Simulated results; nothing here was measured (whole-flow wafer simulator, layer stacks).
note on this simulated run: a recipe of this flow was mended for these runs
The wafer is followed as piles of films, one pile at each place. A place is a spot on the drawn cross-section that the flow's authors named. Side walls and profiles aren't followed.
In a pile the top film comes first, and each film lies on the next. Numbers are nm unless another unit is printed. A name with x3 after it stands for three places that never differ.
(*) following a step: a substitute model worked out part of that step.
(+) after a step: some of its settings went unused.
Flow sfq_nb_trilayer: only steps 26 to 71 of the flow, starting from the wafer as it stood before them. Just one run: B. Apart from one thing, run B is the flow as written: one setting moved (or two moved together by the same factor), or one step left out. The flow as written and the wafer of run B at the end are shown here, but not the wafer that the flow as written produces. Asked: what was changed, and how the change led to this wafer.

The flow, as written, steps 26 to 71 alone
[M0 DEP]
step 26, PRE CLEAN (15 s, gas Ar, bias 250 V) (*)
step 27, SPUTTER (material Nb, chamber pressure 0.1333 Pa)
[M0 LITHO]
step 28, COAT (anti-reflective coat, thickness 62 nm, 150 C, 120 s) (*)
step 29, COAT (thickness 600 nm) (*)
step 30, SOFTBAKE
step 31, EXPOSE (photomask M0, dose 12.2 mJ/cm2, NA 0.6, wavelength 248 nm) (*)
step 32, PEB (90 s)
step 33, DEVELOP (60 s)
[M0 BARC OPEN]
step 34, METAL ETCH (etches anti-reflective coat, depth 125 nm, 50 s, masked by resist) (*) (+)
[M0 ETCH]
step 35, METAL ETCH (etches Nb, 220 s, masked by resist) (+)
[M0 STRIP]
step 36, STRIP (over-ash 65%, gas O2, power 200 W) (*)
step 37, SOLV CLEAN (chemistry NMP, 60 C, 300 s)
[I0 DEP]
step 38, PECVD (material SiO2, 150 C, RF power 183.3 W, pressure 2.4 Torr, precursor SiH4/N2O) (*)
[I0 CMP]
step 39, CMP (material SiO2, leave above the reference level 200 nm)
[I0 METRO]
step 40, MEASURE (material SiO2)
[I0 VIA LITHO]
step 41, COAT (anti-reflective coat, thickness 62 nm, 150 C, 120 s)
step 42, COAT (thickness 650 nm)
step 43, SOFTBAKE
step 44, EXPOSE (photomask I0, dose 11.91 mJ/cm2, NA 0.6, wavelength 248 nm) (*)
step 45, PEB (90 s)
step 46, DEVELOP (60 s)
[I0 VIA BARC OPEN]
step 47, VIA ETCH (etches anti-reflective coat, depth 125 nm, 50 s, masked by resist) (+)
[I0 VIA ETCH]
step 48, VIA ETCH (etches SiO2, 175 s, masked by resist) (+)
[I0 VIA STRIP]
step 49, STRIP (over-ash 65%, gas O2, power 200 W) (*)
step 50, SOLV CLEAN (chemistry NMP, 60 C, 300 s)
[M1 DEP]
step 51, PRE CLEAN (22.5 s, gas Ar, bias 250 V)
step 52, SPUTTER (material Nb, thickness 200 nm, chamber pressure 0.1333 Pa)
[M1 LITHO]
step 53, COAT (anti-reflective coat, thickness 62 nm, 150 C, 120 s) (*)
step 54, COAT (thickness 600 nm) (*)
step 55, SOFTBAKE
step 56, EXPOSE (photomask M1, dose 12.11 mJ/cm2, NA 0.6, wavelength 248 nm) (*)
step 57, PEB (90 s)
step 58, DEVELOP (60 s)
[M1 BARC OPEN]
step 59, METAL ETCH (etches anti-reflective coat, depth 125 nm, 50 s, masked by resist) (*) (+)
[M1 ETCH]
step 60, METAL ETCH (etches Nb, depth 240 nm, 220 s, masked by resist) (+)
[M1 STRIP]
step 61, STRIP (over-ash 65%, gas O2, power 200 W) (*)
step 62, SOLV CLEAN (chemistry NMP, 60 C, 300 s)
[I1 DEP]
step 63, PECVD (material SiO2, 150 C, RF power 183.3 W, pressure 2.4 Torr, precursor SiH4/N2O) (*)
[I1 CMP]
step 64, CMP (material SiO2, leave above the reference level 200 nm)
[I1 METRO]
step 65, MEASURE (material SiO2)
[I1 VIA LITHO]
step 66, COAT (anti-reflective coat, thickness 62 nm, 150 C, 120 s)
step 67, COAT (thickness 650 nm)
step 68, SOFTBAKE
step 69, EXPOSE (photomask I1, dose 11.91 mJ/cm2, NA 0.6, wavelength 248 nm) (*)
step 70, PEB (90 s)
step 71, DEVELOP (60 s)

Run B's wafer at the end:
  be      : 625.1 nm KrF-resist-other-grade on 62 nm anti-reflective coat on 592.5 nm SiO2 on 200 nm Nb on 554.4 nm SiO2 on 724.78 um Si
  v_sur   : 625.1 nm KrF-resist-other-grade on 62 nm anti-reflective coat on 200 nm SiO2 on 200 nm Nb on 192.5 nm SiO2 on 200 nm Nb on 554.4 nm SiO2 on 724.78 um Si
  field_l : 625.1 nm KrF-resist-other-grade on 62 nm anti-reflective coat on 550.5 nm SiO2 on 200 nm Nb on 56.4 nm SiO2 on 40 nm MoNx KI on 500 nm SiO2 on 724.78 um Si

Cause: step 26, PRE CLEAN: bias 162 V was run, whereas the flow has bias 250 V.

Step by step, how the change led to this:
  step 26, PRE CLEAN (15 s, gas Ar, bias 250 V) (*)
      field_l, v_sur, via_wl and 102 more: SiO2 loses 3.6 (as written it would have been: SiO2 loses 5)
      l0v: MoNx KI loses 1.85 (as written it would have been: MoNx KI loses 2.91)
